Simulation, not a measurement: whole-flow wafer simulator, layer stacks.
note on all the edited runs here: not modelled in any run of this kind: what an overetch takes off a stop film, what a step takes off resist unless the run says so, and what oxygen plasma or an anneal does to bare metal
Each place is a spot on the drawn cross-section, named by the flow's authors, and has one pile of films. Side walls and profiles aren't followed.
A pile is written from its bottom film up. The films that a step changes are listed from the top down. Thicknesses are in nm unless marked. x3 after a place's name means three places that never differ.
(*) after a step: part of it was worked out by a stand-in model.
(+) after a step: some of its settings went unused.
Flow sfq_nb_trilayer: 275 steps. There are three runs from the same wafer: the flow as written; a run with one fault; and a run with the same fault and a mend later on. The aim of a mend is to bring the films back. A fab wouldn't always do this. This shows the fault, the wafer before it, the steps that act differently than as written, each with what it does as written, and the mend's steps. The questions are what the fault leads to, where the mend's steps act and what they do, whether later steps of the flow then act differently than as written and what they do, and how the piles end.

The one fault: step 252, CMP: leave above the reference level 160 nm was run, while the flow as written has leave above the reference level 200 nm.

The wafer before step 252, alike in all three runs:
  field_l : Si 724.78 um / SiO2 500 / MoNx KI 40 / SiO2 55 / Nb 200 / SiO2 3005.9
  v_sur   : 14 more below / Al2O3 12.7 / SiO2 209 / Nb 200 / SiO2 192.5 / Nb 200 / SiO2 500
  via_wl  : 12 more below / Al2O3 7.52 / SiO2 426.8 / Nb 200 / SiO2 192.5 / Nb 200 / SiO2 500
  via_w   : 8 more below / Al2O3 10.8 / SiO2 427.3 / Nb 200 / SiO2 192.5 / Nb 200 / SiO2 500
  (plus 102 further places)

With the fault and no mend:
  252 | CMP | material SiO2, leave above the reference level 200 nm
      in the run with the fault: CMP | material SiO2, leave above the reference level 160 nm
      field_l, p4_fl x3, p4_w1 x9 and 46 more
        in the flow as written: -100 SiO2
        in the run with the fault: -140 SiO2
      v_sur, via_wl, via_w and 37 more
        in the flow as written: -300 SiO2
        in the run with the fault: -340 SiO2
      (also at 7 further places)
  Steps later in the flow that act otherwise than as written (4 more steps, not shown, differ only slightly: by at most 2% or 0.5 nm, whichever is larger):
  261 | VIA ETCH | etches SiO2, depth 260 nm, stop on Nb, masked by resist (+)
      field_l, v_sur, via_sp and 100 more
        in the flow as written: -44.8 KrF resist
        in the run with the fault: -41.3 KrF resist
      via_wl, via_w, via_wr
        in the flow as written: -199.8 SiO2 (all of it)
        in the run with the fault: -159.8 SiO2 (all of it)
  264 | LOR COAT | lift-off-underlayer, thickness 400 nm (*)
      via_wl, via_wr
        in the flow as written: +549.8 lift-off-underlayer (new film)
        in the run with the fault: +519.8 lift-off-underlayer (new film)
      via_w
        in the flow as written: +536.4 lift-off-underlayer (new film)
        in the run with the fault: +509.1 lift-off-underlayer (new film)
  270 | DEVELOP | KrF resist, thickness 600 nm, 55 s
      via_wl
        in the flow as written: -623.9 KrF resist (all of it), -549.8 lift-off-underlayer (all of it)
        in the run with the fault: -618.8 KrF resist (all of it), -519.8 lift-off-underlayer (all of it)
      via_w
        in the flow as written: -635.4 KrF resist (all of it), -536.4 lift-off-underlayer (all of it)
        in the run with the fault: -628.1 KrF resist (all of it), -509.1 lift-off-underlayer (all of it)
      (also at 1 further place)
  At v_sur, via_sp, via_v and 83 more, the piles at the end differ from the flow's by more than 2% or 0.5 nm, whichever is larger.
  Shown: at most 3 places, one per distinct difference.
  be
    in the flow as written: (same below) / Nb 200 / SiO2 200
    in the run with the fault: (same below) / Nb 200 / SiO2 160
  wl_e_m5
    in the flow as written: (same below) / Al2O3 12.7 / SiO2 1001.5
    in the run with the fault: (same below) / Al2O3 12.7 / SiO2 961.5
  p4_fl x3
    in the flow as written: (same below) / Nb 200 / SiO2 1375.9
    in the run with the fault: (same below) / Nb 200 / SiO2 1335.9

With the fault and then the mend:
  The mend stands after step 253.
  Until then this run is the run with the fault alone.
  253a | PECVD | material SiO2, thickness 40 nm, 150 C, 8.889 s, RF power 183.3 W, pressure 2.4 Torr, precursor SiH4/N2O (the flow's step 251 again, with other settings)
      field_l, v_sur, via_wl and 103 more
        +40 SiO2
  None of the later steps of the flow acts differently than as written at any place that is followed.
  By the end, the piles equal the flow's at every place that both follow.
